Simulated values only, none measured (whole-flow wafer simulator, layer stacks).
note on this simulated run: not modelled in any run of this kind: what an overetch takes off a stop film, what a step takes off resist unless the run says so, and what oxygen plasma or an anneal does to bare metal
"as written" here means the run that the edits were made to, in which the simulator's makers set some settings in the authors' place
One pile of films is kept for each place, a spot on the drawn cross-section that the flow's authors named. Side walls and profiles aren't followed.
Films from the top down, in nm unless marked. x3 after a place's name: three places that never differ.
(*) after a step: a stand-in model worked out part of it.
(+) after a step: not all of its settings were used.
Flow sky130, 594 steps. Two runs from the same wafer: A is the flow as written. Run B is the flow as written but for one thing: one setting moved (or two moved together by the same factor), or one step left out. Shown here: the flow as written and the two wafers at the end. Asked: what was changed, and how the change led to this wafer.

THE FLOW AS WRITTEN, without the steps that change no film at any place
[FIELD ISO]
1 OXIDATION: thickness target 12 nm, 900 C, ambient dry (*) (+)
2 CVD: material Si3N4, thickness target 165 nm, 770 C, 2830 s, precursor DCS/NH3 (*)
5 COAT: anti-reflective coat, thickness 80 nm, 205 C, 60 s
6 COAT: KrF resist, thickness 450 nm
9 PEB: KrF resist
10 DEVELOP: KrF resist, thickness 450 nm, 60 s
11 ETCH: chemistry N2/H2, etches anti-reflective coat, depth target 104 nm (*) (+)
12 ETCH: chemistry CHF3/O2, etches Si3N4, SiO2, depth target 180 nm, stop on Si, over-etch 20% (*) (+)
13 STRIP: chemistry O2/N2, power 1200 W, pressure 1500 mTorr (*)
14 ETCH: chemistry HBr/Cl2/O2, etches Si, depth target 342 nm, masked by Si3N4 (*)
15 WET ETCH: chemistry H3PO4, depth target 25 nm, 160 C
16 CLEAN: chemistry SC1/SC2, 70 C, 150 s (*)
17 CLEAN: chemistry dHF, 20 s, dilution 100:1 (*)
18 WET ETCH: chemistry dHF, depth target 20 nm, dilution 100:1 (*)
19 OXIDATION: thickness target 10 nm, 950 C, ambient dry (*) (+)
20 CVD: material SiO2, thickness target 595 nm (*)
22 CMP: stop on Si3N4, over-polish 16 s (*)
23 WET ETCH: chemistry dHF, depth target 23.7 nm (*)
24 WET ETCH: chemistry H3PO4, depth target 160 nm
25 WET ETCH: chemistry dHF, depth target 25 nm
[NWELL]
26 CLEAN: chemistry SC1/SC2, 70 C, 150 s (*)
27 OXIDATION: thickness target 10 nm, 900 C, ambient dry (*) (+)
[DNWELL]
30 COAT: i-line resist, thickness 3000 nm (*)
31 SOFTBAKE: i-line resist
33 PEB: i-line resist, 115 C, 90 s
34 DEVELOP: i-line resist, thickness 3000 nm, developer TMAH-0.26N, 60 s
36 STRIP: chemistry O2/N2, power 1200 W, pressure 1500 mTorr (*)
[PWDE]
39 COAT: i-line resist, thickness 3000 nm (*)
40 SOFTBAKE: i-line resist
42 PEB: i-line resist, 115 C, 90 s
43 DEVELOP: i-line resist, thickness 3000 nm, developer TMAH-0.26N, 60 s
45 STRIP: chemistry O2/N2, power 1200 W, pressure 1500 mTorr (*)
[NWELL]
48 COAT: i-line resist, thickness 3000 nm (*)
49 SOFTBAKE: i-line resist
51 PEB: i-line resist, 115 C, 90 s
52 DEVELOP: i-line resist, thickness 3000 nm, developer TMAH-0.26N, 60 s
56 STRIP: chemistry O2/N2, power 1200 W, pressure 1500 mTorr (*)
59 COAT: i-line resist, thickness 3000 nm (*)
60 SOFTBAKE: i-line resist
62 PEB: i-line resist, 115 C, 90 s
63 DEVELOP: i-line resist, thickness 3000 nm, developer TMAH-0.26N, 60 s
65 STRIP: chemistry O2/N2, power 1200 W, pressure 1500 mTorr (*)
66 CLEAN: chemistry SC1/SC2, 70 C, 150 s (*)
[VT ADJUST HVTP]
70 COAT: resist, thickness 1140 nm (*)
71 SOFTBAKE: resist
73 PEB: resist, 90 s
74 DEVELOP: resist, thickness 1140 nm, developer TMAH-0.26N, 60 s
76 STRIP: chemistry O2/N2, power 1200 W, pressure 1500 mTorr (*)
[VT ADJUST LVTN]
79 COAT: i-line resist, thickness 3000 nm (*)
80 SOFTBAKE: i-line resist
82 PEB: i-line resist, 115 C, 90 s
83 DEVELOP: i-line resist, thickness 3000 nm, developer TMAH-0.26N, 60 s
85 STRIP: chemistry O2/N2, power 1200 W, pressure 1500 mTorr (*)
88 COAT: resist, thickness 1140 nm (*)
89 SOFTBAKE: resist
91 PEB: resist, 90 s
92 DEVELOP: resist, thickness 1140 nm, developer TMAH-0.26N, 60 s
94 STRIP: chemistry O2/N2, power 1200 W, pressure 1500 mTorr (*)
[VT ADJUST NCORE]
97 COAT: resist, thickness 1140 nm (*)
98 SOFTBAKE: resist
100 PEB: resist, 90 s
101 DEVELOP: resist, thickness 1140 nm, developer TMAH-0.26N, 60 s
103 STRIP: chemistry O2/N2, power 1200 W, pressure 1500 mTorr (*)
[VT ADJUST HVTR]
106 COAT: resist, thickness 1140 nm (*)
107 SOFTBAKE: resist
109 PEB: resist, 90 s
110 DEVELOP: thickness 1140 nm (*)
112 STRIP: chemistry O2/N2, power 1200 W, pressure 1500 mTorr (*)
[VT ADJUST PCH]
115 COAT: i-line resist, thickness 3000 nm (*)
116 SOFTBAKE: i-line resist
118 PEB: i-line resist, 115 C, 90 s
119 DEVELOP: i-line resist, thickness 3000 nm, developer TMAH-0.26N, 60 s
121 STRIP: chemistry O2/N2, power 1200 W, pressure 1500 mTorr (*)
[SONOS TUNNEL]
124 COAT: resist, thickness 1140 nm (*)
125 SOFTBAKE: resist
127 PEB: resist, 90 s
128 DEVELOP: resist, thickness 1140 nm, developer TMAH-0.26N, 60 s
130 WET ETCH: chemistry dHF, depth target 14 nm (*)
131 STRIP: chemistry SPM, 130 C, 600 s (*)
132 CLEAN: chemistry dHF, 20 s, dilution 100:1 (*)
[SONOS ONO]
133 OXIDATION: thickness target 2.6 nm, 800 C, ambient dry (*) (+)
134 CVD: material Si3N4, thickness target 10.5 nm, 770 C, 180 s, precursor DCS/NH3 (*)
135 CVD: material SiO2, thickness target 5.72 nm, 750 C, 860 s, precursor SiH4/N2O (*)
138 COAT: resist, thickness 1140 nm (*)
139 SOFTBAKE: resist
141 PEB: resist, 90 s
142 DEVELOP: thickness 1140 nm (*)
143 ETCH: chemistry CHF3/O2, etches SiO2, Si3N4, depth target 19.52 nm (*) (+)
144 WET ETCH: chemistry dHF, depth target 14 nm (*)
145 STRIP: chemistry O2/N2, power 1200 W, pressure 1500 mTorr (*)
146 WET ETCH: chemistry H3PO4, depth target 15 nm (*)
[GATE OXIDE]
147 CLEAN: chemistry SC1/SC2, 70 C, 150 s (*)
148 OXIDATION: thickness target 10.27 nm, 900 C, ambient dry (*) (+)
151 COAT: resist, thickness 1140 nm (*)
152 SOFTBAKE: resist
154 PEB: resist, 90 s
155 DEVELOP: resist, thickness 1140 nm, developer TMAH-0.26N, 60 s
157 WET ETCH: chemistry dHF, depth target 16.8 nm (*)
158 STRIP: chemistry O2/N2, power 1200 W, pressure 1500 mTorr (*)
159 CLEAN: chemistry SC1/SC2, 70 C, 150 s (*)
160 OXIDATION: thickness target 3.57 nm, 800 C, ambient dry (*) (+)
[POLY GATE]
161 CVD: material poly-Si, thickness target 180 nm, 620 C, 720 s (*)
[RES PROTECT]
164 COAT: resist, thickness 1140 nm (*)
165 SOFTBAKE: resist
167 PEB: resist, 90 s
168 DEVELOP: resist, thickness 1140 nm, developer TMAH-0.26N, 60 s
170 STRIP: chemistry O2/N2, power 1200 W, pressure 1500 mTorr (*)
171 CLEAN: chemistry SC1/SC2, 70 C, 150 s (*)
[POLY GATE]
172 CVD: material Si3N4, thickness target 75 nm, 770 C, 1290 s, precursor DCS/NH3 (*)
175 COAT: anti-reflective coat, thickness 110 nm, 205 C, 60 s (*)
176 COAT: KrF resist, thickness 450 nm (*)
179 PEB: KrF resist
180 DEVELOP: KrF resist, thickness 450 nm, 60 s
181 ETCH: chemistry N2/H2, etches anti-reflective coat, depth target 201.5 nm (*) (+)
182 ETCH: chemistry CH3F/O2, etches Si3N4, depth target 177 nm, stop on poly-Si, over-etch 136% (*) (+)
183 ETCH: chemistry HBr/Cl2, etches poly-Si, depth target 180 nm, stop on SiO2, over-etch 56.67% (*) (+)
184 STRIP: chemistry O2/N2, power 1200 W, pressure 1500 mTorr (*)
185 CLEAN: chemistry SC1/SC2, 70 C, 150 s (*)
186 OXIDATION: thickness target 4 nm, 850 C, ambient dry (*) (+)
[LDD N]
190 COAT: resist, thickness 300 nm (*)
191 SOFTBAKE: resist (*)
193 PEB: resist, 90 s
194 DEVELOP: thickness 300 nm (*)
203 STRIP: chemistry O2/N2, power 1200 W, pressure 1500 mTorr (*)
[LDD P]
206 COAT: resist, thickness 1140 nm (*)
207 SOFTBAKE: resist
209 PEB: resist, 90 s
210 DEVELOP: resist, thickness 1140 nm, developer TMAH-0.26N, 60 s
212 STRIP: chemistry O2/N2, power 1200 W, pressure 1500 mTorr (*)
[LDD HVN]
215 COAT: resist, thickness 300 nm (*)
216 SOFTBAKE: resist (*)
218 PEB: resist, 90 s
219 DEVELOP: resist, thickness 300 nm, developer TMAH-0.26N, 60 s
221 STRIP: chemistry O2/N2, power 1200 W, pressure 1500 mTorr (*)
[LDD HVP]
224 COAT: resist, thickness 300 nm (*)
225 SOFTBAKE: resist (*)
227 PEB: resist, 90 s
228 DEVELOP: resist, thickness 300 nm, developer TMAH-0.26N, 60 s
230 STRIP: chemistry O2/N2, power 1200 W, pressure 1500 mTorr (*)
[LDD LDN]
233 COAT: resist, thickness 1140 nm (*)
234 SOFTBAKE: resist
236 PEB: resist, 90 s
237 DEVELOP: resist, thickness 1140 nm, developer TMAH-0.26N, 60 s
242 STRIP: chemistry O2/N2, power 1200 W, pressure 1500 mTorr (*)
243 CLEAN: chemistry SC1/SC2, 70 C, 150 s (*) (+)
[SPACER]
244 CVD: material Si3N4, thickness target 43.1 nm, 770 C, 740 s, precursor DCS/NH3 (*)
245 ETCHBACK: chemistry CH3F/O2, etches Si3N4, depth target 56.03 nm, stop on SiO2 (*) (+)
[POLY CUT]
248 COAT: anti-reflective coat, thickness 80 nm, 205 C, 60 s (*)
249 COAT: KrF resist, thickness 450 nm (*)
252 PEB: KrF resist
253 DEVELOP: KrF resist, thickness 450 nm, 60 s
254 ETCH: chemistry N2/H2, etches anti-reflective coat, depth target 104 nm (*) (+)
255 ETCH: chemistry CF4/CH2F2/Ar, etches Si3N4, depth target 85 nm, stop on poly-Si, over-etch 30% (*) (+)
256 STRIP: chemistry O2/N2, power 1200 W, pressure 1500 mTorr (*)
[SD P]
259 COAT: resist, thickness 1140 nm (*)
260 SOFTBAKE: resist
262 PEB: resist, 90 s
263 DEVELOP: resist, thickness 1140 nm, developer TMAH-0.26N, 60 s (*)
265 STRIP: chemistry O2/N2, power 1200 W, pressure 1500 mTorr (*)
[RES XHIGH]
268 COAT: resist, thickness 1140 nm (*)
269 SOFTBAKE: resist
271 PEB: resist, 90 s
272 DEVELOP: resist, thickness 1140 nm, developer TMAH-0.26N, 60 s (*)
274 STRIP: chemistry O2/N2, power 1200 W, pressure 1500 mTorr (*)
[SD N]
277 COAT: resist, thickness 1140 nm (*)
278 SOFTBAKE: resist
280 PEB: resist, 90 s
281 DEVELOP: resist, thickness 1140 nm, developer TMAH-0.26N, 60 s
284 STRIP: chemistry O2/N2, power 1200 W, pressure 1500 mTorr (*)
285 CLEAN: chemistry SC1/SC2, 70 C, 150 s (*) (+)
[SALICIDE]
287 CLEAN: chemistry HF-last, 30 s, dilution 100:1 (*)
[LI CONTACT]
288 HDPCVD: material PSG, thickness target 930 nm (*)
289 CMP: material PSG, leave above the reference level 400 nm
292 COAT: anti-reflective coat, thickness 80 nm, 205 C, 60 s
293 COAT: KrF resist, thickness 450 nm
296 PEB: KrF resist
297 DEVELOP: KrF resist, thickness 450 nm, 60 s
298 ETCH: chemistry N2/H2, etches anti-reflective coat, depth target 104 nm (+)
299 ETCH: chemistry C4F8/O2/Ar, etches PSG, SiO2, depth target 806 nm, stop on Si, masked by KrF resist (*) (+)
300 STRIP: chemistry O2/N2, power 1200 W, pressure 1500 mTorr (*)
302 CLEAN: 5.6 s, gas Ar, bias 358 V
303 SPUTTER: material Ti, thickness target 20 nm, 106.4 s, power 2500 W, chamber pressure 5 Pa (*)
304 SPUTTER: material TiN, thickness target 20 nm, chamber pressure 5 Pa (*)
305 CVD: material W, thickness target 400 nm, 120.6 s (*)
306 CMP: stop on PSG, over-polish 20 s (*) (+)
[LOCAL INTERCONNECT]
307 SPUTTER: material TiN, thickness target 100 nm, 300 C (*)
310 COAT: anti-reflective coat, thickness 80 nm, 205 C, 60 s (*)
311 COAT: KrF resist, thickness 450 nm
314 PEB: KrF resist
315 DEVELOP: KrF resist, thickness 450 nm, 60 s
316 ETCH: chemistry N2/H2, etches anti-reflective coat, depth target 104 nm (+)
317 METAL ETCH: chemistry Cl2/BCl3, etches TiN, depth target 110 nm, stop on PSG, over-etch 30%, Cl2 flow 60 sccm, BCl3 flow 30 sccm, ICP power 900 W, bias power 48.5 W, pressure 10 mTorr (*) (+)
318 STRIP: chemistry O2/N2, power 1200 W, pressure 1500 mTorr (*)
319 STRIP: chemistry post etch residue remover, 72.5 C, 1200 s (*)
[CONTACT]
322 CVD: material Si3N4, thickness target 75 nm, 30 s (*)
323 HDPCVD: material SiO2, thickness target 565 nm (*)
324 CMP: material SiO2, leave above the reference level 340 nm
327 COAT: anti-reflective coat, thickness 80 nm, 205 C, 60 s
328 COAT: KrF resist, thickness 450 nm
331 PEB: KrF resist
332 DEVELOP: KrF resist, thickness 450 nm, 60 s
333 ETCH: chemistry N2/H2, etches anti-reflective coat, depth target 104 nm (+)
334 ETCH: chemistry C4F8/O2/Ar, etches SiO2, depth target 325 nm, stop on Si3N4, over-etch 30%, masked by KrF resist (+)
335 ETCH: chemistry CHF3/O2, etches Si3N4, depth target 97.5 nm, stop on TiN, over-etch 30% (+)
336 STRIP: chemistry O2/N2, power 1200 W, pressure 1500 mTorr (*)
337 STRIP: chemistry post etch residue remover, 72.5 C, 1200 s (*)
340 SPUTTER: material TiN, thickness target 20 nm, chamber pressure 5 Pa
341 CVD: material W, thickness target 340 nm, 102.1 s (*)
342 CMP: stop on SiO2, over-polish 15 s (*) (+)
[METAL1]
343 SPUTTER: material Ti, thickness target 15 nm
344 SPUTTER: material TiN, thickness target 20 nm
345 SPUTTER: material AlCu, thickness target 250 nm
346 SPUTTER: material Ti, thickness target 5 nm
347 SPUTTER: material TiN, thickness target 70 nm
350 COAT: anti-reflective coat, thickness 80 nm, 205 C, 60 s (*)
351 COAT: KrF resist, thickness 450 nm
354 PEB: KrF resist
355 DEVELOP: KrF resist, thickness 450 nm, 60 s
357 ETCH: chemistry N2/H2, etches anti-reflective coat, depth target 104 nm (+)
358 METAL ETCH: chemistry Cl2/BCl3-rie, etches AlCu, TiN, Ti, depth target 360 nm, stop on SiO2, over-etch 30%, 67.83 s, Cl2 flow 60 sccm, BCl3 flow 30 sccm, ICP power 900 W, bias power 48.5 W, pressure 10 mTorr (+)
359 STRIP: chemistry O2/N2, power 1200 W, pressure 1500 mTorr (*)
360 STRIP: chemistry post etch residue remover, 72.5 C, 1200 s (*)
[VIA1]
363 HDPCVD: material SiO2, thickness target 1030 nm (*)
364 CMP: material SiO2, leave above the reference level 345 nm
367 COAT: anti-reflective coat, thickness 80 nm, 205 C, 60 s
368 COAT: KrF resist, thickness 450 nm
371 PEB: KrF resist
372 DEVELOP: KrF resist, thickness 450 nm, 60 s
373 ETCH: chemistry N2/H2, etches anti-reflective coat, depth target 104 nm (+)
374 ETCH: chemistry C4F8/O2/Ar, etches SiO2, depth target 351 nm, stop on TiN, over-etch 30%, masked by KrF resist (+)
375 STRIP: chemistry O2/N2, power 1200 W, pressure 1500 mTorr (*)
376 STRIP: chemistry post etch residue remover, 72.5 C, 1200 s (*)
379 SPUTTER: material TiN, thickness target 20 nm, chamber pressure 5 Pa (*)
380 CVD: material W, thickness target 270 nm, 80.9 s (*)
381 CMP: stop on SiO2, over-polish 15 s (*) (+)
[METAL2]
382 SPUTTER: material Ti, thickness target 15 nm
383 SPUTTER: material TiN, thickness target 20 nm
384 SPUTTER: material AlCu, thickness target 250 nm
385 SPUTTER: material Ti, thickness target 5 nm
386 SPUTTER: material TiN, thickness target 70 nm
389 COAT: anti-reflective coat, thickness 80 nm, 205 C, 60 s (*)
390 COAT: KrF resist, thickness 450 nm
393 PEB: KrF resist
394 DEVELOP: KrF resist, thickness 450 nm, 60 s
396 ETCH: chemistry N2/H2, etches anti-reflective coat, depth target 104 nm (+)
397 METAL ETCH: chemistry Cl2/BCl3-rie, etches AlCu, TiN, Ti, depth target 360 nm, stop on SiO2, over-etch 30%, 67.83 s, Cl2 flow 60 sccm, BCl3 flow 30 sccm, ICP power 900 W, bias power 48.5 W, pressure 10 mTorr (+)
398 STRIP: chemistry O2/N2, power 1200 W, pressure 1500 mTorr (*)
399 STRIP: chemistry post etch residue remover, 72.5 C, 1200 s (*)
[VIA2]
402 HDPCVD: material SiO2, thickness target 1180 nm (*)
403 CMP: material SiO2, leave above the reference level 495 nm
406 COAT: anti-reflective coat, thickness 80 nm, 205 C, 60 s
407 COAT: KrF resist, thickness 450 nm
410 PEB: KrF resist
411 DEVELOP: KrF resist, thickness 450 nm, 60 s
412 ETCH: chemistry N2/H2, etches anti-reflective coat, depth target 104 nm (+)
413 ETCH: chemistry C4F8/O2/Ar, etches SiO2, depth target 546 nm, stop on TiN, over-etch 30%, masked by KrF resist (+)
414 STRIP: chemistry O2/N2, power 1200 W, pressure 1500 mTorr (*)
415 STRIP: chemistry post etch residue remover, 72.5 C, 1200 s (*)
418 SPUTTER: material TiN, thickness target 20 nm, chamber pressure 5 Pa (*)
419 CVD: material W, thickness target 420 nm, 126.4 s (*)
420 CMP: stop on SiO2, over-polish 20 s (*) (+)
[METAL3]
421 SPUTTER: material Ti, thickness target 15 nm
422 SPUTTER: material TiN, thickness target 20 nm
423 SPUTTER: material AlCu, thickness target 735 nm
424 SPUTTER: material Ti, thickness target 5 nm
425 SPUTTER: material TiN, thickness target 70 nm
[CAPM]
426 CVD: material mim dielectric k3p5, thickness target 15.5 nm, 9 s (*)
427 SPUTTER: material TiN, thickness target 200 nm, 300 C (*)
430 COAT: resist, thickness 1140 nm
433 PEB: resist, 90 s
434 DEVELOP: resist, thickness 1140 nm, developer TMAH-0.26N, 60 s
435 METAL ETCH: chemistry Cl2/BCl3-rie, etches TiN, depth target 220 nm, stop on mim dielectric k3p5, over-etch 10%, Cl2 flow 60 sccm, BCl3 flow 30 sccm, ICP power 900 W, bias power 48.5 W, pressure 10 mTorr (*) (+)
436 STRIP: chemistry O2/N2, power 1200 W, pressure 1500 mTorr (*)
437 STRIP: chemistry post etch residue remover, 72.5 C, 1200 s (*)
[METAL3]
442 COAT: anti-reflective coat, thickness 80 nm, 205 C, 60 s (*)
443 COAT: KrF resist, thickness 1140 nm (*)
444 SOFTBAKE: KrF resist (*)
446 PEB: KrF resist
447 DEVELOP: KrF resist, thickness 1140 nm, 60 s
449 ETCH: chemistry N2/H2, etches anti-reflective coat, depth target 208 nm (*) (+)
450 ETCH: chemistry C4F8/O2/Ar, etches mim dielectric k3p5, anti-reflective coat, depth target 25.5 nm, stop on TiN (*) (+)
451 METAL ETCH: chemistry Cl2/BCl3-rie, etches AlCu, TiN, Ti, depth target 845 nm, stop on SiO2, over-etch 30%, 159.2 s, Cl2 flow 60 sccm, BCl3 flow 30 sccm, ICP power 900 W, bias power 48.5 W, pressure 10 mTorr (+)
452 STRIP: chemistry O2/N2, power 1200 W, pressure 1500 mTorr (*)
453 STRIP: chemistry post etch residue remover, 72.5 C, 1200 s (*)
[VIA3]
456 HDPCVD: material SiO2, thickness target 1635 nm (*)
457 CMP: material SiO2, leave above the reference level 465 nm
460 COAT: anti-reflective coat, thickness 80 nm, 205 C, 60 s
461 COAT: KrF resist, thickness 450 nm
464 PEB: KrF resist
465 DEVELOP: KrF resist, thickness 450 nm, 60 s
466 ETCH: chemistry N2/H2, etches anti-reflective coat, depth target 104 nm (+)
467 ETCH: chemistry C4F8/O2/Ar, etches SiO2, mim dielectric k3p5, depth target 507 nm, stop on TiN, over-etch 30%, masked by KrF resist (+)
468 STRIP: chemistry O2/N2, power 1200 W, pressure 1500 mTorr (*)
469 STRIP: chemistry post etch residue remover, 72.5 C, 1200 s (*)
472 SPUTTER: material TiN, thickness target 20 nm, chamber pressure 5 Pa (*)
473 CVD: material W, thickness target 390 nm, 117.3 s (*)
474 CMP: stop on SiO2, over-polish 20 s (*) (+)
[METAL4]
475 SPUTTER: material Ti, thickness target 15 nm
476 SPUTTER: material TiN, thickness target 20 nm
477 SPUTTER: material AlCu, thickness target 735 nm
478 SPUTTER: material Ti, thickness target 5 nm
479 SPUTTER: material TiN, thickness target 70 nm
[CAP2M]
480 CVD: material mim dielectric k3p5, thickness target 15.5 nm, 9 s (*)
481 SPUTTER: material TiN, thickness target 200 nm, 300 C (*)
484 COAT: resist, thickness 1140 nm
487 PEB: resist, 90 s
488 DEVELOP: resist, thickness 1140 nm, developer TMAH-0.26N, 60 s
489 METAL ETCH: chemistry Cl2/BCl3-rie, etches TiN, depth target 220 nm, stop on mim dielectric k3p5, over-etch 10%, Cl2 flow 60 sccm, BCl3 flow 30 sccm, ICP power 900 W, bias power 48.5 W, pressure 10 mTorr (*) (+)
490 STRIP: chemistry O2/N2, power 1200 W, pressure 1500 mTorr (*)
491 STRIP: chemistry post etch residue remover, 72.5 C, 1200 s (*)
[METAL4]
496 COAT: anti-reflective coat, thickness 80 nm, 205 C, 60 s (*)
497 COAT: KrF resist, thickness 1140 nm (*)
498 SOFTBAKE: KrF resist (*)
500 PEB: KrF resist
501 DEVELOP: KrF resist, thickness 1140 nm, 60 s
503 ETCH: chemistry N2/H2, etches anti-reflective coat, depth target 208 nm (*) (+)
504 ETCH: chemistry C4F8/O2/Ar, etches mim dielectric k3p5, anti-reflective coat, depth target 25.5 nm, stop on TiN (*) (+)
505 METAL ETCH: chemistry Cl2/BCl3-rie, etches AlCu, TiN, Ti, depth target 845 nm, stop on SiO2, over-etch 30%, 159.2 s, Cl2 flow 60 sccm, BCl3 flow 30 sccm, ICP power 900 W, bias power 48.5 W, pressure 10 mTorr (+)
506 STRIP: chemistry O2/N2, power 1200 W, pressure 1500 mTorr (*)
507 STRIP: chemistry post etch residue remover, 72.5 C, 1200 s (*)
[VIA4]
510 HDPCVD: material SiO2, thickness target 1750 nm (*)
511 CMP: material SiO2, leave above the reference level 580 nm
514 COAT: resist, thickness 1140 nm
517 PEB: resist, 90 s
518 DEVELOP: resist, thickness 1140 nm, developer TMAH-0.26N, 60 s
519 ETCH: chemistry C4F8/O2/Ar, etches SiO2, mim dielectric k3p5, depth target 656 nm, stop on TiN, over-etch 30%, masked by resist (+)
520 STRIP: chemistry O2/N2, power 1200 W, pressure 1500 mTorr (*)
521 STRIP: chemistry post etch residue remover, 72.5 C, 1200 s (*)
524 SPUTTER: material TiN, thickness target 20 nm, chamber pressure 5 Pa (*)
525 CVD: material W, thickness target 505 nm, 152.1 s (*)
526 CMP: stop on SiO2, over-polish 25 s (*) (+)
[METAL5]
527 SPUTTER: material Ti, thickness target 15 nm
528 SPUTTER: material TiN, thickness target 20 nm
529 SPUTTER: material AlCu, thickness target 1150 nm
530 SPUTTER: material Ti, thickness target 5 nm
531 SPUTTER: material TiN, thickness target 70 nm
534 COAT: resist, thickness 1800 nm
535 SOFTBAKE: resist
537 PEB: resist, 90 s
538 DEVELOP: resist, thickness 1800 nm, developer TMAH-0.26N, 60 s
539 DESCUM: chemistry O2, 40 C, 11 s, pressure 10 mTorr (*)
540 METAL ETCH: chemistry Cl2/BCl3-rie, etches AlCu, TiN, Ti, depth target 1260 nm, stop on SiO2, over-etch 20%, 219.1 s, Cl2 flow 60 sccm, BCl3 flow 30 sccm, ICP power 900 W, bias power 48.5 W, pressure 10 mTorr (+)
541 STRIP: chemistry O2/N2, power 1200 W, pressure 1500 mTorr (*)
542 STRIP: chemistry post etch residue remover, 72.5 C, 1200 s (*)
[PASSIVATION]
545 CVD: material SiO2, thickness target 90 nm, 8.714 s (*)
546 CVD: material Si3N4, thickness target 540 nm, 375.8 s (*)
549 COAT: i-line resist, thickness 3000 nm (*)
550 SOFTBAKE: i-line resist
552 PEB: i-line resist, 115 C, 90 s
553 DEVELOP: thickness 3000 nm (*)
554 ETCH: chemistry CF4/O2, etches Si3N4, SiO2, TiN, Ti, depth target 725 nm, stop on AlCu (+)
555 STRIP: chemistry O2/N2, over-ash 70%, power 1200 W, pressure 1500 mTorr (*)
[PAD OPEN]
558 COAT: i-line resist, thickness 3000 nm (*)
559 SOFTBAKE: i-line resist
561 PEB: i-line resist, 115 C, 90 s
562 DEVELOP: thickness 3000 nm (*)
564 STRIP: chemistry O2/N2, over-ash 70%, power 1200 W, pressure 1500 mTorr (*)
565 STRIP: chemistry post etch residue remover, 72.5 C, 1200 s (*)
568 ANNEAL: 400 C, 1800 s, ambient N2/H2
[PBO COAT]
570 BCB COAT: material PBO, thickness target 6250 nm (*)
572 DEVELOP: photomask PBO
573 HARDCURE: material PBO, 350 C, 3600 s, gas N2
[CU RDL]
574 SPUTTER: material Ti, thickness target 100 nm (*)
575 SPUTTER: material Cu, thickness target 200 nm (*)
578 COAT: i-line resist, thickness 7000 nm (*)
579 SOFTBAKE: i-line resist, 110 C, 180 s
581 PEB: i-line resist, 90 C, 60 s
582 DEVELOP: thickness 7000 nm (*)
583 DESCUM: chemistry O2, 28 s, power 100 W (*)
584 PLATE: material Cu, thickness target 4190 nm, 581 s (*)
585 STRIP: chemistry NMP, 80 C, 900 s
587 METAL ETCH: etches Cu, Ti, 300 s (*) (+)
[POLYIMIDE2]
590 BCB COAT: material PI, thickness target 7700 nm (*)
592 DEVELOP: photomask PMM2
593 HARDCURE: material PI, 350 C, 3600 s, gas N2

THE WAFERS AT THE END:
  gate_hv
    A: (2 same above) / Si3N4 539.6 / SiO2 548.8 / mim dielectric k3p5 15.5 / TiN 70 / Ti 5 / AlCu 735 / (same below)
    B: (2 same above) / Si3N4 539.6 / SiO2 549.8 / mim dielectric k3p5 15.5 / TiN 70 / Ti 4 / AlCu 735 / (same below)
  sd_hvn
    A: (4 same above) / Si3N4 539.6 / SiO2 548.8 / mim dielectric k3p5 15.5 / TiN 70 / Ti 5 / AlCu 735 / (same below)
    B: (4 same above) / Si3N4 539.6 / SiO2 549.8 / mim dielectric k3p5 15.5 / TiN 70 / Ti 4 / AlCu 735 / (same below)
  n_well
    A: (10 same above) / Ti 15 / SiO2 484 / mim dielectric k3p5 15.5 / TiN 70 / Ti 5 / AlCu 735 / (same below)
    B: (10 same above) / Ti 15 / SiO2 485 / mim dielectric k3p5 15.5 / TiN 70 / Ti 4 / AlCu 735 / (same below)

The cause: step 478, SPUTTER: thickness target 4 nm was run, where the flow has thickness target 5 nm.
It can be read off the wafer: gate_hv has Ti 4, and step 478 as written asks for 5 nm.

How the change led to this, step by step:
  478 SPUTTER: material Ti, thickness target 5 nm
      field, active, n_well and 189 more: A Ti +5 (new film) | B Ti +4 (new film)
  505 METAL ETCH: chemistry Cl2/BCl3-rie, etches AlCu, TiN, Ti, depth target 845 nm, stop on SiO2, over-etch 30%, 159.2 s, Cl2 flow 60 sccm, BCl3 flow 30 sccm, ICP power 900 W, bias power 48.5 W, pressure 10 mTorr (+)
      field, active, gate and 63 more: A TiN -70 (all of it), Ti -5 (all of it), AlCu -735 (all of it), TiN -20 (all of it), Ti -15 (all of it), SiO2 -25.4 | B TiN -70 (all of it), Ti -4 (all of it), AlCu -735 (all of it), TiN -20 (all of it), Ti -15 (all of it), SiO2 -25.4
      vpp_iso1, m1_ln, poly_licon and 8 more: A TiN -70 (all of it), Ti -5 (all of it), AlCu -735 (all of it), TiN -20 (all of it), Ti -15 (all of it), SiO2 -25.3 | B TiN -70 (all of it), Ti -4 (all of it), AlCu -735 (all of it), TiN -20 (all of it), Ti -15 (all of it), SiO2 -25.4
      (and at 11 more places)
